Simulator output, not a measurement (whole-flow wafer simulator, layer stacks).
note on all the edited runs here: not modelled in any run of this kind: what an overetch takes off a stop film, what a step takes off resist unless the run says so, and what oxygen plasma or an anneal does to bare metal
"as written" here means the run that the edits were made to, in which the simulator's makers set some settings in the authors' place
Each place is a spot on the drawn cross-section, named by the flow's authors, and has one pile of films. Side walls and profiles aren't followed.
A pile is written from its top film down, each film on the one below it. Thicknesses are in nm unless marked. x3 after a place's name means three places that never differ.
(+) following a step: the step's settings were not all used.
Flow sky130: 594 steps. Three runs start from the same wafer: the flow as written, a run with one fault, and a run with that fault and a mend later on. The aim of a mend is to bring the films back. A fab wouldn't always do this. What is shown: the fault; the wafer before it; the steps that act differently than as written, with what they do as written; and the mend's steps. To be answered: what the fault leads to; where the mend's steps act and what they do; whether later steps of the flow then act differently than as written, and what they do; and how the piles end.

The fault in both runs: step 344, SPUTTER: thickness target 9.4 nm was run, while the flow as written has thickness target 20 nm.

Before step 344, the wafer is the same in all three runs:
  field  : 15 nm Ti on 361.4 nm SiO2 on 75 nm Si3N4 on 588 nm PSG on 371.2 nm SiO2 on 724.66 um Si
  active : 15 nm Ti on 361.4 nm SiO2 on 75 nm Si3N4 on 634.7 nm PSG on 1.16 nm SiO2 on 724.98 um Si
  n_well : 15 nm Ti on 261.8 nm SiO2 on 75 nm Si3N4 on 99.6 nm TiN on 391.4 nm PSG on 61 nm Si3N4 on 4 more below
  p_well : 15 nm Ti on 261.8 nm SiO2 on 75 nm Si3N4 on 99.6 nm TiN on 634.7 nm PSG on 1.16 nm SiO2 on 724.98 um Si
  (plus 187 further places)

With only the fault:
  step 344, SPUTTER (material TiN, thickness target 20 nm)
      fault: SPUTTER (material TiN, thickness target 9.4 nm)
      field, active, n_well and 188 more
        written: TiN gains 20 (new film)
        fault: TiN gains 9.4 (new film)
  Steps later in the flow that act otherwise than as written (15 more steps, not shown, differ only slightly: by at most 2% or 0.5 nm, whichever is larger):
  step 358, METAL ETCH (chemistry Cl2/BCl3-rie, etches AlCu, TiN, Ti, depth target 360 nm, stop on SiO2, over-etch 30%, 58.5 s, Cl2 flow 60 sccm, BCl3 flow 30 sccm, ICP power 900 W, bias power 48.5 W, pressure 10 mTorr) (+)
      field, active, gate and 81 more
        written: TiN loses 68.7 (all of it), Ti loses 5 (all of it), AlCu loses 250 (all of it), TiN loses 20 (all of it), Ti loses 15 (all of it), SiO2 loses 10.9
        fault: TiN loses 68.7 (all of it), Ti loses 5 (all of it), AlCu loses 250 (all of it), TiN loses 9.4 (all of it), Ti loses 15 (all of it), SiO2 loses 12
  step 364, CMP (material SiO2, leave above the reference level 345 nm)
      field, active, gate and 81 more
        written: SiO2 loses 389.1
        fault: SiO2 loses 398.6
  At n_well, p_well, gate_hv and 104 more, the piles at the end differ from the flow's by more than 2% or 0.5 nm, whichever is larger.
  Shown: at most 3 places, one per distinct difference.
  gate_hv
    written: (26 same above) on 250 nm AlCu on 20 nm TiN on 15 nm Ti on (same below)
    fault: (26 same above) on 250 nm AlCu on 9.4 nm TiN on 15 nm Ti on (same below)
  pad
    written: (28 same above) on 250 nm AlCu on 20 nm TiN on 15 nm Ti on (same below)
    fault: (28 same above) on 250 nm AlCu on 9.4 nm TiN on 15 nm Ti on (same below)
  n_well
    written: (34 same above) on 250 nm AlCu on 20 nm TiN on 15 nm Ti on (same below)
    fault: (34 same above) on 250 nm AlCu on 9.4 nm TiN on 15 nm Ti on (same below)

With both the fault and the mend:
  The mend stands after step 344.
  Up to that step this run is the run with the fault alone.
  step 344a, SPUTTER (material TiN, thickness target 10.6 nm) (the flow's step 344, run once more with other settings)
      field, active, n_well and 188 more
        TiN gains 10.6
  Every later step of the flow that is run acts as written at every place that is followed.
  At every place that both follow, the piles at the end match the flow's.
